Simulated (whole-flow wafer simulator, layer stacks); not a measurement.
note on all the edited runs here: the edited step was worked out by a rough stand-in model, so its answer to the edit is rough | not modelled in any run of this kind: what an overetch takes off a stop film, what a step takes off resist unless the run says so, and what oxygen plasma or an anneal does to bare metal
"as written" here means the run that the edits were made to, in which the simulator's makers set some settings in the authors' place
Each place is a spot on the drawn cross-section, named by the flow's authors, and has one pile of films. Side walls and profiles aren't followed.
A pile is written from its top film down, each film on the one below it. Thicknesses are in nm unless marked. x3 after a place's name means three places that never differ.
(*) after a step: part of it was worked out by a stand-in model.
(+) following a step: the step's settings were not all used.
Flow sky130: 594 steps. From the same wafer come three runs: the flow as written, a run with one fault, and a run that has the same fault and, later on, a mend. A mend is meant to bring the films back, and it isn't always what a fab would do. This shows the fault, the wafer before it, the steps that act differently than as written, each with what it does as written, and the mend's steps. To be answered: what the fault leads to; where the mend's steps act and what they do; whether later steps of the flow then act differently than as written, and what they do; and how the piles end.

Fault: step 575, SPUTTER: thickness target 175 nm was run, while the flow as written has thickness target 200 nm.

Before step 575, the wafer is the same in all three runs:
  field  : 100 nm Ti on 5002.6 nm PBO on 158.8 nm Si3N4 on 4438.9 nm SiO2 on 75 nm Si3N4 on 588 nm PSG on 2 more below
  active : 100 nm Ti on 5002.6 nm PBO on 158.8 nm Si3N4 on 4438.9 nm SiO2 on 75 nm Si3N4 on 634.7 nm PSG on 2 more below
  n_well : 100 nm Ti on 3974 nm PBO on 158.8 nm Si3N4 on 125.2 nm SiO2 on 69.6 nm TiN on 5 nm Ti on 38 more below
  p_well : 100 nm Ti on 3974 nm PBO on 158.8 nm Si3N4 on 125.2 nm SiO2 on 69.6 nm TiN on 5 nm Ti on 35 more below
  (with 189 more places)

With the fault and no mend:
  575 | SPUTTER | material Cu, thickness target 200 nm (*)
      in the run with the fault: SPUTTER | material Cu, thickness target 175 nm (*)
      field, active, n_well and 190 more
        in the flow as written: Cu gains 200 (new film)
        in the run with the fault: Cu gains 175 (new film)
  Later steps of the flow acting differently than as written (not shown: 7 more steps that differ only slightly, by at most 2% or 0.5 nm, whichever is larger):
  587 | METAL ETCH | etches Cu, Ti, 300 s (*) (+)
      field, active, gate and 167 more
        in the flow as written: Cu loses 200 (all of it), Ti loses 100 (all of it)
        in the run with the fault: Cu loses 175 (all of it), Ti loses 100 (all of it)
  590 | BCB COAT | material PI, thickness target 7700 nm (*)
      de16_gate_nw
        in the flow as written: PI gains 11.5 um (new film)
        in the run with the fault: PI gains 11.48 um (new film)
  The piles end different from the flow's at mim, sd_hvn, sd_hvn_zvt, de16_nwb_sti by more than 2% or 0.5 nm, whichever is larger.
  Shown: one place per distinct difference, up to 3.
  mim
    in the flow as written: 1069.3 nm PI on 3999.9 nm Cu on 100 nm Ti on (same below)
    in the run with the fault: 1092.7 nm PI on 3974.9 nm Cu on 100 nm Ti on (same below)
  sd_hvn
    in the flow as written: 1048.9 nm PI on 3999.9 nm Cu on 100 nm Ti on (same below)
    in the run with the fault: 1073 nm PI on 3974.9 nm Cu on 100 nm Ti on (same below)
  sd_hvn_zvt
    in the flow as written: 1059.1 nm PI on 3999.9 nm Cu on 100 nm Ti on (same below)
    in the run with the fault: 1083.2 nm PI on 3974.9 nm Cu on 100 nm Ti on (same below)

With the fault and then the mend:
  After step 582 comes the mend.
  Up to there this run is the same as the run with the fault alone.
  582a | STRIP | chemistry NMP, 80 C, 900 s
      wcut_nhv, wcut_phv, wcut_fox_pw and 23 more
        i-line resist loses 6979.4 (all of it)
      gate_len, gate_lvt_sd_len, gate_p_sd_len, gate_p_hvt_sd_len, gate_p_lvt_sd_len, gate_len_250
        i-line resist loses 6982 (all of it)
      mim_edge_plate_strap, mim_edge_plate, mim_edge_gap, mim_edge_gap_sheet, vpp_l1ln
        i-line resist loses 6980.8 (all of it)
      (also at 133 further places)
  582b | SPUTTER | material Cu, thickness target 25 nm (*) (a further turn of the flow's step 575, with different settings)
      field, active, n_well and 190 more
        Cu gains 25
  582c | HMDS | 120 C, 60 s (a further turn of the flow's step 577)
      alters no film at any place that is followed
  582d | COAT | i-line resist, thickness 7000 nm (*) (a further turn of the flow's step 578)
      dice_street, wcut_nhv, wcut_phv and 18 more
        i-line resist gains 7000 (new film)
      poly_ln, iso_pw_fox, gate_lvt_sd, active_lvt, spacer_lvt, sonos_sd, sonos_cell_x, sonos_guard_x
        i-line resist gains 7003.2 (new film)
      vpp_iso2, mim_edge_plate_strap, mim_edge_plate, mim_edge_gap, mim_edge_gap_sheet, gate_hv_nvt, de16_nw_sti
        i-line resist gains 7001.4 (new film)
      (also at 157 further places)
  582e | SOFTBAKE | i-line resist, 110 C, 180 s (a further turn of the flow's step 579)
      de16_gate_pw, de16_pw_fp, de16_pw_sti, de16_psrc_nw
        i-line resist loses 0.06
      field, active_lvt
        i-line resist gains 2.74
      mim, vcap_hvt
        i-line resist loses 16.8
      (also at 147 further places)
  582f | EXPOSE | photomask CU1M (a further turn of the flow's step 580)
      alters no film at any place that is followed
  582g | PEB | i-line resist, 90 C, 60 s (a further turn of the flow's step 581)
      field, active, n_well and 134 more
        i-line resist loses 0.07
      pad
        i-line resist loses 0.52
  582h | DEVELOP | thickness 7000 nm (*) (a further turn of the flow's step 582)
      field, active, gate and 167 more
        i-line resist loses 20.6
      n_well, p_well, sd_n, sd_p
        i-line resist loses 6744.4 (all of it)
      dep_nw_sti, dep_ntap_nw, de16_nw_sti
        i-line resist loses 7000.7 (all of it)
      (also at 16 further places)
  Every later step of the flow that is run acts as written at every place that is followed.
  By the end, the piles equal the flow's at every place that both follow.
